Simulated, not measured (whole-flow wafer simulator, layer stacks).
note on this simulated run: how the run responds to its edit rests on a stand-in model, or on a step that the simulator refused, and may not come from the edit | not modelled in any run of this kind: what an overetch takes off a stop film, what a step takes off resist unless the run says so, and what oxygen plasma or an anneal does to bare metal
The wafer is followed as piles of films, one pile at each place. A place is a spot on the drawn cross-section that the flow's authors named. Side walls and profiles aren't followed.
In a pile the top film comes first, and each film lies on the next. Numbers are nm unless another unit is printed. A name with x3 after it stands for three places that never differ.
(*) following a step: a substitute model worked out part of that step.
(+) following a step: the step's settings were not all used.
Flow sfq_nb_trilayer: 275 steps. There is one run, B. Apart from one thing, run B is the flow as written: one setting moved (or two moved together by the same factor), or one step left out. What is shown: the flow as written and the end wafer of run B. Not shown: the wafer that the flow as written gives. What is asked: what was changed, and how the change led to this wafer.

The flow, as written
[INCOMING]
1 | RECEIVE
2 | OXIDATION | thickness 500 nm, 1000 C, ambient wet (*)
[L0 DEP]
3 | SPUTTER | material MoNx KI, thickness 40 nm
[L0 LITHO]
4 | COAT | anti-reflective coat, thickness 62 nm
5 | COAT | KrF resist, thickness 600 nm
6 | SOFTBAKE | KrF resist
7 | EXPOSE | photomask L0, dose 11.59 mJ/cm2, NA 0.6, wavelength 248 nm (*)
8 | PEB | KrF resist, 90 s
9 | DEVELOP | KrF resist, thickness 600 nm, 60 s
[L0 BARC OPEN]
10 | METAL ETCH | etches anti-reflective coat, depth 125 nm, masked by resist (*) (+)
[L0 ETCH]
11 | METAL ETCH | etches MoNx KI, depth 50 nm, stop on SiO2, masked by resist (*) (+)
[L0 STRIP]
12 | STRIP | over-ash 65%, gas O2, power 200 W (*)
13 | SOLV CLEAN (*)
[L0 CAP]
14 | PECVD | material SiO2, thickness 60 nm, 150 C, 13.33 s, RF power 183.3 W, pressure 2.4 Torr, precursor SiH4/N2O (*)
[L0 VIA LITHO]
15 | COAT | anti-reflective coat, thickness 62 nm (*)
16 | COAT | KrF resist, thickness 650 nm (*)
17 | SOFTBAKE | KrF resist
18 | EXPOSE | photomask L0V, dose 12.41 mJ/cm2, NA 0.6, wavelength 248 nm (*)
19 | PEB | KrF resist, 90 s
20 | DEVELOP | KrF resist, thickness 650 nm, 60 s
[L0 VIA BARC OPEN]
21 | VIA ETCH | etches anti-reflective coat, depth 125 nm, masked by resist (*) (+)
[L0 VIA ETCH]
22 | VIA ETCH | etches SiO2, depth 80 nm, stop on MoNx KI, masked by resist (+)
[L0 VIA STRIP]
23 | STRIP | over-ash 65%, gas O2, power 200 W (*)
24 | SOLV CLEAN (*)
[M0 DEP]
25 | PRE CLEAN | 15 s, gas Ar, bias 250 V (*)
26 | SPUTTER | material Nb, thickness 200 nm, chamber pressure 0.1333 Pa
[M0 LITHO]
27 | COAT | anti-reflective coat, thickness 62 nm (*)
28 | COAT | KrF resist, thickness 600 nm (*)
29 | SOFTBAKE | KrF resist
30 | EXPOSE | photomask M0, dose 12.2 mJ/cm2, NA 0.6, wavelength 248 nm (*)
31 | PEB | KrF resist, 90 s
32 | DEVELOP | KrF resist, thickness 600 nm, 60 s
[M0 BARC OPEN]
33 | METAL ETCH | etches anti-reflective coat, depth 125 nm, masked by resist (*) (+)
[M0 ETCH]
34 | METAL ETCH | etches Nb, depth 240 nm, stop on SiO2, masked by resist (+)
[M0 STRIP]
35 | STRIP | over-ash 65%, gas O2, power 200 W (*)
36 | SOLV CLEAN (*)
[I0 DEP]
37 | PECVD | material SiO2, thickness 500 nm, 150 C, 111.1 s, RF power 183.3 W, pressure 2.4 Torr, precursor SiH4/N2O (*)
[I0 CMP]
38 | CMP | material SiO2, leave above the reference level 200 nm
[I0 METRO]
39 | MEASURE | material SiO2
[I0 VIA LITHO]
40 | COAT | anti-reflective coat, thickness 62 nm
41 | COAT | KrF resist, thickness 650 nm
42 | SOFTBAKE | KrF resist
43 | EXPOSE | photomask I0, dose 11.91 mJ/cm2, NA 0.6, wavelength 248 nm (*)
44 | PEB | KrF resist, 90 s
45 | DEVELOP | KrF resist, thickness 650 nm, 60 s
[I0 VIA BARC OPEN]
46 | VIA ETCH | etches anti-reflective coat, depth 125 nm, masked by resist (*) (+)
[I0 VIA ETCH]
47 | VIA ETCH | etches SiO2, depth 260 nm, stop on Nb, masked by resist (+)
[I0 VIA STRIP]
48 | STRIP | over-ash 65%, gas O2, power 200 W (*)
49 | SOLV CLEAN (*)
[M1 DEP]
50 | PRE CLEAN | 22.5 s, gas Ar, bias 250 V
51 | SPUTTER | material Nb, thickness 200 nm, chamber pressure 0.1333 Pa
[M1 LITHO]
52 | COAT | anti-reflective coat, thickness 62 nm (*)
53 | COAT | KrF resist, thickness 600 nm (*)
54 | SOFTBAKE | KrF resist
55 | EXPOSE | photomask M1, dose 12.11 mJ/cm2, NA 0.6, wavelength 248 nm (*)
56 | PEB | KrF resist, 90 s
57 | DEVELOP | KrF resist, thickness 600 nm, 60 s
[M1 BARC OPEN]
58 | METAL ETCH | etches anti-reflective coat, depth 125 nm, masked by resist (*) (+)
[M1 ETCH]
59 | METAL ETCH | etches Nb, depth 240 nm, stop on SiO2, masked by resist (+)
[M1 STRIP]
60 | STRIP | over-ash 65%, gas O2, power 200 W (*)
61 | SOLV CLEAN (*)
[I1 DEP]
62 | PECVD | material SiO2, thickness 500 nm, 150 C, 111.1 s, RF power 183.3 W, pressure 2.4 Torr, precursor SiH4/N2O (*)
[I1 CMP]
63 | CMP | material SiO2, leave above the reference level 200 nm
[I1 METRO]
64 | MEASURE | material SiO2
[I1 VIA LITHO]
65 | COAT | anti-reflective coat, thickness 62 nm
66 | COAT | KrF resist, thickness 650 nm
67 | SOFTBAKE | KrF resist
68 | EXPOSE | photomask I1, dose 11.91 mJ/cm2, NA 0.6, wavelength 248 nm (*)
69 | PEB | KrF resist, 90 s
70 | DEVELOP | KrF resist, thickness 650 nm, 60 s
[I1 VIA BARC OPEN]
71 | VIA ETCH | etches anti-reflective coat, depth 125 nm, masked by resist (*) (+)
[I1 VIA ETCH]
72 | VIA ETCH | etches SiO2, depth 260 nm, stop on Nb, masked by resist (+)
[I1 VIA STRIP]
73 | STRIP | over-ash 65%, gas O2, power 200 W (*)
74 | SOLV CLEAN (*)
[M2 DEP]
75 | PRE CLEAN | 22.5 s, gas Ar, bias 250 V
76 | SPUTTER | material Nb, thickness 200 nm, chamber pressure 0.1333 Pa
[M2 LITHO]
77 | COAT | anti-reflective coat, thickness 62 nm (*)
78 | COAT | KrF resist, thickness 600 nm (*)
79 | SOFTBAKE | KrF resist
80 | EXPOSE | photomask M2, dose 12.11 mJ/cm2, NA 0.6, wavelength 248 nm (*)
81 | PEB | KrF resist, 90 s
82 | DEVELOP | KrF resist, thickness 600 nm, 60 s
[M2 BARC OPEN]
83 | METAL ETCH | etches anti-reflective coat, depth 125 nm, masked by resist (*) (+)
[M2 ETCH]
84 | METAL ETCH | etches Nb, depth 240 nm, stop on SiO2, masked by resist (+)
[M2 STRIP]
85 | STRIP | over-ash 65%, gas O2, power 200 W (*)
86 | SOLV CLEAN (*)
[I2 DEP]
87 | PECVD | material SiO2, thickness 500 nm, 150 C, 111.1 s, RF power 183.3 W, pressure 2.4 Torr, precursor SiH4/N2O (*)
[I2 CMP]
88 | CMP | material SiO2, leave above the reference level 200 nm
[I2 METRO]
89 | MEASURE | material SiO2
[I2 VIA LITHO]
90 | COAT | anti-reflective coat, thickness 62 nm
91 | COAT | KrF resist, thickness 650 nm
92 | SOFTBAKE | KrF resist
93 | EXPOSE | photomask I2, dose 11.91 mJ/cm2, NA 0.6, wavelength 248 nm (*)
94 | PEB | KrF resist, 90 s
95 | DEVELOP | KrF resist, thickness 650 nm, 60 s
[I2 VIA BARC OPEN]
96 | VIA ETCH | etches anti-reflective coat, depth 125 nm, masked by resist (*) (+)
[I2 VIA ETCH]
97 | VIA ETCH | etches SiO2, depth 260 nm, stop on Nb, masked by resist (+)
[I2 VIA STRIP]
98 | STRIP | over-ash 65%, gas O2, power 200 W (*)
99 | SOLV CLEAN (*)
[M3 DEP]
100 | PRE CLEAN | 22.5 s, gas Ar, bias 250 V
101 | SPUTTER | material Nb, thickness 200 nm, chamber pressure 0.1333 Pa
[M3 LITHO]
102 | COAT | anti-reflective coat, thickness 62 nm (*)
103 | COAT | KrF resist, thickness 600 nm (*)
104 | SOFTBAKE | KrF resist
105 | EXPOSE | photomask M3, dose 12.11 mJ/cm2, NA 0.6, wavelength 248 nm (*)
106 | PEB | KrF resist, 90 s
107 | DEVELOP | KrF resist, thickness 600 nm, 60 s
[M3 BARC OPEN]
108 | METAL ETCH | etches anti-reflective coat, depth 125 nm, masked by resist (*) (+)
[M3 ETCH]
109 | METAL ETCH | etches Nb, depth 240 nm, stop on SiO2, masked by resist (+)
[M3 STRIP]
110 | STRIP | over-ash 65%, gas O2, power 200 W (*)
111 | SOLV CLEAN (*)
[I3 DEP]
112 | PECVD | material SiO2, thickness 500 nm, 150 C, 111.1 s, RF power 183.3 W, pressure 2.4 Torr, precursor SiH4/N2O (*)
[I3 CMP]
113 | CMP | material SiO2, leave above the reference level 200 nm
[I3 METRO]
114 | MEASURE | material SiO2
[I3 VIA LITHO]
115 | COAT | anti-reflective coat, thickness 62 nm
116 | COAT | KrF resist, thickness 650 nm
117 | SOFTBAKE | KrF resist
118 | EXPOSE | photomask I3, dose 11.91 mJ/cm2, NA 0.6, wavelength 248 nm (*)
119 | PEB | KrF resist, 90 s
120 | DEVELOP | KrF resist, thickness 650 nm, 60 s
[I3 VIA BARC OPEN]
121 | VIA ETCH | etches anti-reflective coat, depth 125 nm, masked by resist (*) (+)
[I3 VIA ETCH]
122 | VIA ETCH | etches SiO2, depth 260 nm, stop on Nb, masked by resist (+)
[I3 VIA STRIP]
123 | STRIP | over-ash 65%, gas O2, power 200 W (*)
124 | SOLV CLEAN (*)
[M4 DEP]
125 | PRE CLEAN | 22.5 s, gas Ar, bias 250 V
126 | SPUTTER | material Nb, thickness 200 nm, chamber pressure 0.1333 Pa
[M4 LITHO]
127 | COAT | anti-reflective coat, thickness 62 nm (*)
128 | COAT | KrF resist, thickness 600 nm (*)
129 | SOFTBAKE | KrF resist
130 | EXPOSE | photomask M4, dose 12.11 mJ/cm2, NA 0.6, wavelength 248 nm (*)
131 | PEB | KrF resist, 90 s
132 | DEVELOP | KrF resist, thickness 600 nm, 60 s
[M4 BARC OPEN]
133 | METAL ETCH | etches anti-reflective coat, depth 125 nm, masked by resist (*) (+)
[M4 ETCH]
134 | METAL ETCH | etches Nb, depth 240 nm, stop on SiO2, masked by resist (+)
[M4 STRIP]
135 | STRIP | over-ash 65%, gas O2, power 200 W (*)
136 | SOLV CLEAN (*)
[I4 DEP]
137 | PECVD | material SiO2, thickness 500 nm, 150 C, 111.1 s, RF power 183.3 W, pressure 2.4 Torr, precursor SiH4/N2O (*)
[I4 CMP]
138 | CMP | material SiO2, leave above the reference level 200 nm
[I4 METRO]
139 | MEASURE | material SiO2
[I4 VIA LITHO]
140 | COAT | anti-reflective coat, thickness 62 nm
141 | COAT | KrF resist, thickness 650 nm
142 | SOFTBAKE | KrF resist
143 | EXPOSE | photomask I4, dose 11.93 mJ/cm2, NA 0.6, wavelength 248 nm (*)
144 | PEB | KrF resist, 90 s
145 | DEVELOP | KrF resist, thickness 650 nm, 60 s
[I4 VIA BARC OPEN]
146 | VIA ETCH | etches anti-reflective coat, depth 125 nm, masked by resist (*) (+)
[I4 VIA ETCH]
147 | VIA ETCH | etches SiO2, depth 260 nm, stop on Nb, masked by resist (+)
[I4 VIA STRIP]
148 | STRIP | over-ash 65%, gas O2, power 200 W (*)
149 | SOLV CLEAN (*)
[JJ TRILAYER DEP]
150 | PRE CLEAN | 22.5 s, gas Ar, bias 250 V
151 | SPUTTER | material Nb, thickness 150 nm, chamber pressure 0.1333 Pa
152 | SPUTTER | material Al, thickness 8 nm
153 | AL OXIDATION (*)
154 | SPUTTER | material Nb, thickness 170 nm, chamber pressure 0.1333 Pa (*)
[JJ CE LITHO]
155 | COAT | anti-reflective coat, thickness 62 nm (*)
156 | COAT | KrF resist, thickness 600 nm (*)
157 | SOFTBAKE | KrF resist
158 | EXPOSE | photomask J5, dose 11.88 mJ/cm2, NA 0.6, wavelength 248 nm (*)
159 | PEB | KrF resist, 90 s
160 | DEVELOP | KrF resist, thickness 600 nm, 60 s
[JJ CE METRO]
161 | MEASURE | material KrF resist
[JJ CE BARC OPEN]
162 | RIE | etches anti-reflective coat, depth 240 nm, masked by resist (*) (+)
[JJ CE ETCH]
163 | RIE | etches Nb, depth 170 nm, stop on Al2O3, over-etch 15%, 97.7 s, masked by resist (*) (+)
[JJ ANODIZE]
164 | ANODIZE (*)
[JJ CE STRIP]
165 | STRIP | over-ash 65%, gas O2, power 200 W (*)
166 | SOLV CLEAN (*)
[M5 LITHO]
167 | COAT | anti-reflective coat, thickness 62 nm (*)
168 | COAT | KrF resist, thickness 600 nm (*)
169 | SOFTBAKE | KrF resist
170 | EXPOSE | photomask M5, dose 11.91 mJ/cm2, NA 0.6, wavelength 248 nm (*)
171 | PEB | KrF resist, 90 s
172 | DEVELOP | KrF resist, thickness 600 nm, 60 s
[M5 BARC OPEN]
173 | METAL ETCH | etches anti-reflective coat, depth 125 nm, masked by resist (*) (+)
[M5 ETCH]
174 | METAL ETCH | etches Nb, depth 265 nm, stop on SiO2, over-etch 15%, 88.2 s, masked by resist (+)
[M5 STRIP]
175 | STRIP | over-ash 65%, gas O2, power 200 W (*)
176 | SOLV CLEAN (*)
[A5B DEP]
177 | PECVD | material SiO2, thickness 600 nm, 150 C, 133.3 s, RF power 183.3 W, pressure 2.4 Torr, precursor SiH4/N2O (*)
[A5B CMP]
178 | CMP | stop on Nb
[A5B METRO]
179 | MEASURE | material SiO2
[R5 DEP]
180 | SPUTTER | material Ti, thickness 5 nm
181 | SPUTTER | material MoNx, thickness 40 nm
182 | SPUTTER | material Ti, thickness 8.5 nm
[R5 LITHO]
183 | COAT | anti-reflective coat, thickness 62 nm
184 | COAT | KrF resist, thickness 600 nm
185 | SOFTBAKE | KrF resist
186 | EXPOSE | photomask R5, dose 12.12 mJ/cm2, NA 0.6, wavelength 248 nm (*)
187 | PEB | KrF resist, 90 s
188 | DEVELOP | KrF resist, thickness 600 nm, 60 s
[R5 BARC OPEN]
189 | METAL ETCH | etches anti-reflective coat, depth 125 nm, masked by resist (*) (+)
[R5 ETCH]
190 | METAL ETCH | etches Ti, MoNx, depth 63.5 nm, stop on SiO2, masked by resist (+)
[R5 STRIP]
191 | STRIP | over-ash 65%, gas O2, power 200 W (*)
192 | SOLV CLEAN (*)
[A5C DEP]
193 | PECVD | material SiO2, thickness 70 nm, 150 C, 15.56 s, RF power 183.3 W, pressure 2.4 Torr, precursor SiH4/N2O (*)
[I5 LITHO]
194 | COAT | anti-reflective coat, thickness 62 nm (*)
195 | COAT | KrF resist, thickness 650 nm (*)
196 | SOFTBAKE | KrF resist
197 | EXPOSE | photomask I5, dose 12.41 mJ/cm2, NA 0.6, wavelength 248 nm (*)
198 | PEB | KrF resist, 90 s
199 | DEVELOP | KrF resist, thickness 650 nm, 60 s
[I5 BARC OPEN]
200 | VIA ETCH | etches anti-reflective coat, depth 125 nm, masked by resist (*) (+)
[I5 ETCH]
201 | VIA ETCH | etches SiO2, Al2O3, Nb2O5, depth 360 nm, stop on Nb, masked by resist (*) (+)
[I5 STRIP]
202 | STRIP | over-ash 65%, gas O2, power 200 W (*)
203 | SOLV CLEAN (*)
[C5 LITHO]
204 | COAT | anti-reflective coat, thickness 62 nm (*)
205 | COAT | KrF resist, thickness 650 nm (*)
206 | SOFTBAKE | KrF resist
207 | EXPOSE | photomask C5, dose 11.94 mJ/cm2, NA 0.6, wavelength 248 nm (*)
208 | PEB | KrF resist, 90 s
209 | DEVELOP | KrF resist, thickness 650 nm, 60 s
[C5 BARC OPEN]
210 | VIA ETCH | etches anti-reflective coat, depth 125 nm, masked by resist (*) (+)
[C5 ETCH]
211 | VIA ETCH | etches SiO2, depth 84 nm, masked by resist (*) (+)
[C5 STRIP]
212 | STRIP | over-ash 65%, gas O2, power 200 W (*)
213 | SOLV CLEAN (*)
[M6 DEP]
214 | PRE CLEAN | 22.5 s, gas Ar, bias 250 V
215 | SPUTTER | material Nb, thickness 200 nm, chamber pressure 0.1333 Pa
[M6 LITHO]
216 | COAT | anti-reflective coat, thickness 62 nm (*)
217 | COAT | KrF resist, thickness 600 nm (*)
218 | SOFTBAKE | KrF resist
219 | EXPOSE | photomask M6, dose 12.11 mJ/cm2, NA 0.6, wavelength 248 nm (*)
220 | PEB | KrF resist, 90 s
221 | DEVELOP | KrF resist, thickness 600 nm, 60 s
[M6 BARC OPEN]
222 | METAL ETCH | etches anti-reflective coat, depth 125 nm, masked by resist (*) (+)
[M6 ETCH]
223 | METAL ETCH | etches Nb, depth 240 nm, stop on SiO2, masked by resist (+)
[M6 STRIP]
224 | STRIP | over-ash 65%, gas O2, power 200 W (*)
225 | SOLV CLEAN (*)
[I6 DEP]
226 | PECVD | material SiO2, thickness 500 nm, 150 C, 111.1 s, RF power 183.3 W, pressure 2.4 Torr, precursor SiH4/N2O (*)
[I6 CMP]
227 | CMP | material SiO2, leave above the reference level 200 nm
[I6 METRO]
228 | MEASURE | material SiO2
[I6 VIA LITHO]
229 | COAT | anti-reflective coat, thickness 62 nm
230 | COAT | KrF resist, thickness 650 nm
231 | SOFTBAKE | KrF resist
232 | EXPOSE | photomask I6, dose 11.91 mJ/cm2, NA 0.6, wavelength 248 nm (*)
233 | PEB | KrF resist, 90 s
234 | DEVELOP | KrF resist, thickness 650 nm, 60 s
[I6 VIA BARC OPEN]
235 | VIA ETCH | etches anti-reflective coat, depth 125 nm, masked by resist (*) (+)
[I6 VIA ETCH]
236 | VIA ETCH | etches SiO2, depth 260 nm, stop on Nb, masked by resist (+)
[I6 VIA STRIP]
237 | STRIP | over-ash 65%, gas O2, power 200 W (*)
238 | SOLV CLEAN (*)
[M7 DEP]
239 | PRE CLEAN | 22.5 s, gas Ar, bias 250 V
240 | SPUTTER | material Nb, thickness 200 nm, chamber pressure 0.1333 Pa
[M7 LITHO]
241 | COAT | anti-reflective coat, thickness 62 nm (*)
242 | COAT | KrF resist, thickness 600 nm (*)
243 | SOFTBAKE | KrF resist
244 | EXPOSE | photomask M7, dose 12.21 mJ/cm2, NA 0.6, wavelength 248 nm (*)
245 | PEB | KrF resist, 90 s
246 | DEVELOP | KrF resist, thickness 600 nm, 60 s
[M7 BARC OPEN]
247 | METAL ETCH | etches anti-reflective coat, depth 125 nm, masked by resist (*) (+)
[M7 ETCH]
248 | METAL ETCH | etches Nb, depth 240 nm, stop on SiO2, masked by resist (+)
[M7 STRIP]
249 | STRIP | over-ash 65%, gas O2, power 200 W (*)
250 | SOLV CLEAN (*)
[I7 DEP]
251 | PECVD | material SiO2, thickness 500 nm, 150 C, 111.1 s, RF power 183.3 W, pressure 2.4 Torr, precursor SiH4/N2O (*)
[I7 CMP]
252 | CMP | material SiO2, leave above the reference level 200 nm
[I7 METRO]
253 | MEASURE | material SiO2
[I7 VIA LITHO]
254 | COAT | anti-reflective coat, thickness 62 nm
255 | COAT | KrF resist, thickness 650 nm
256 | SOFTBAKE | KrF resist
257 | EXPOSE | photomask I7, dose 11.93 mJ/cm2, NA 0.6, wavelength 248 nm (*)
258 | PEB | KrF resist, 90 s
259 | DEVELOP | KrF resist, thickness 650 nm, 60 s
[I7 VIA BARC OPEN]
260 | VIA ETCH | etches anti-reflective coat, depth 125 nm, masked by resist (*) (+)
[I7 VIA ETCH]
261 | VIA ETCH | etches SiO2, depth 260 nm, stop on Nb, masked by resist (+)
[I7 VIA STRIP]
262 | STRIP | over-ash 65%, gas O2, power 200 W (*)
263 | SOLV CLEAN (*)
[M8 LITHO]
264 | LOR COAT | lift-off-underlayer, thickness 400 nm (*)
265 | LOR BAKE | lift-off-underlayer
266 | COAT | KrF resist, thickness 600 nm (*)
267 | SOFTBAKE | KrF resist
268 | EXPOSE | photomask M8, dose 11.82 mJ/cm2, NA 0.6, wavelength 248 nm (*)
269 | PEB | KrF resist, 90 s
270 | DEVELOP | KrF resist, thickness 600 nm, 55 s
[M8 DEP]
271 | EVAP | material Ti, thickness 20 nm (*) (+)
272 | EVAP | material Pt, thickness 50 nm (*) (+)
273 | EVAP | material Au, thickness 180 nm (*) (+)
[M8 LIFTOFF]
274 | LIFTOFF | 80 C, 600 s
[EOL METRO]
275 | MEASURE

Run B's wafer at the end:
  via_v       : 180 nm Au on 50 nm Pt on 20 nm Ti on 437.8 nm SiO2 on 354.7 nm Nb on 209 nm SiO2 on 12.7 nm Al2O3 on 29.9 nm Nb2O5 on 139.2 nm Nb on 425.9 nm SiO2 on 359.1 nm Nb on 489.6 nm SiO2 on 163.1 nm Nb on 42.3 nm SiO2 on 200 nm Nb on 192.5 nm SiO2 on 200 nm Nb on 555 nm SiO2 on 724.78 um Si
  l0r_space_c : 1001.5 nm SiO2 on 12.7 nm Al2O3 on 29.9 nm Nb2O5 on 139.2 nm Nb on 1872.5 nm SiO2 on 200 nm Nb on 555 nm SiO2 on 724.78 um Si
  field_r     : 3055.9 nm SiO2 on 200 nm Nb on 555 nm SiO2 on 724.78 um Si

Cause: step 63, CMP: leave above the reference level 310 nm was run, while the flow as written has leave above the reference level 200 nm.

Step by step, how the change led to this:
  63 | CMP | material SiO2, leave above the reference level 200 nm
      field_l, be, be_sur and 72 more: nothing (as written it would have been: -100 SiO2)
      lsp_m, ln_m6, lsp_r, l0_sur, l0v: nothing (as written it would have been: -94.9 SiO2)
      (and at 26 other places as well)
  65 | COAT | anti-reflective coat, thickness 62 nm
      wl_g_sr, m0r_space_l, m0r_space_r, m6r_space_l, m6r_space_r, m7r_space_l, m7r_space_r: +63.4 anti-reflective coat (new film) (as written it would have been: +62 anti-reflective coat (new film))
      field_l, r5r_line_c: +63.5 anti-reflective coat (new film) (as written it would have been: +62 anti-reflective coat (new film))
      (and at 14 other places as well)
  72 | VIA ETCH | etches SiO2, depth 260 nm, stop on Nb, masked by resist (+)
      via_v: -260 SiO2 (as written it would have been: -199.8 SiO2 (all of it))
  73 | STRIP | over-ash 65%, gas O2, power 200 W (*)
      m0r_space_l, m0r_space_r, m6r_space_l, m6r_space_r, m7r_space_l, m7r_space_r: -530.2 KrF resist (all of it), -63.4 anti-reflective coat (all of it) (as written it would have been: -528.6 KrF resist (all of it), -62 anti-reflective coat (all of it))
      m5r_linepad_l, m5r_linepad_r: -527.2 KrF resist (all of it), -66.4 anti-reflective coat (all of it) (as written it would have been: -528.6 KrF resist (all of it), -62 anti-reflective coat (all of it))
      (and at 15 other places as well)
  75 | PRE CLEAN | 22.5 s, gas Ar, bias 250 V
      via_v: -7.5 SiO2 (as written it would have been: -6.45 Nb)
  76 | SPUTTER | material Nb, thickness 200 nm, chamber pressure 0.1333 Pa
      via_v: +163.1 Nb (new film) (as written it would have been: +174.5 Nb)
  77 | COAT | anti-reflective coat, thickness 62 nm (*)
      m0r_space_r, m6r_space_r, m7r_space_r: +63.3 anti-reflective coat (new film) (as written it would have been: +62 anti-reflective coat (new film))
      m5r_linepad_l, m5r_linepad_r: +65.8 anti-reflective coat (new film) (as written it would have been: +62 anti-reflective coat (new film))
      (and at 13 other places as well)
  78 | COAT | KrF resist, thickness 600 nm (*)
      via_v: +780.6 KrF resist (new film) (as written it would have been: +733.7 KrF resist (new film))
  83 | METAL ETCH | etches anti-reflective coat, depth 125 nm, masked by resist (*) (+)
      m0r_space_r, m6r_space_r, m7r_space_r: -63.3 anti-reflective coat (all of it) (as written it would have been: -62 anti-reflective coat (all of it))
      m5r_linepad_l, m5r_linepad_r: -65.8 anti-reflective coat (all of it) (as written it would have been: -62 anti-reflective coat (all of it))
      (and at 9 other places as well)
  85 | STRIP | over-ash 65%, gas O2, power 200 W (*)
      v_sur: -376 KrF resist (all of it), -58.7 anti-reflective coat (all of it) (as written it would have been: -380 KrF resist (all of it), -61.4 anti-reflective coat (all of it))
      via_sp: -367 KrF resist (all of it), -51.2 anti-reflective coat (all of it) (as written it would have been: -374.4 KrF resist (all of it), -53.2 anti-reflective coat (all of it))
      (and at 2 other places as well)
  87 | PECVD | material SiO2, thickness 500 nm, 150 C, 111.1 s, RF power 183.3 W, pressure 2.4 Torr, precursor SiH4/N2O (*)
      via_v: +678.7 SiO2 (new film) (as written it would have been: +606 SiO2 (new film))
  88 | CMP | material SiO2, leave above the reference level 200 nm
      field_l, be, be_sur and 72 more: -90 SiO2 (as written it would have been: -100 SiO2)
      lsp_m, ln_m6, lsp_r, l0_sur, l0v: -84.9 SiO2 (as written it would have been: -100 SiO2)
Taking metal films that touch as one body, via_v has 7 bodies (between them, from the top down: SiO2 437.8; SiO2 209 / Al2O3 12.7 / Nb2O5 29.9; SiO2 425.9; SiO2 489.6; SiO2 42.3; SiO2 192.5); the flow as written gives 6 bodies (between them, from the top down: SiO2 437.8; SiO2 209 / Al2O3 12.7 / Nb2O5 29.9; SiO2 425.9; SiO2 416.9; SiO2 192.5).
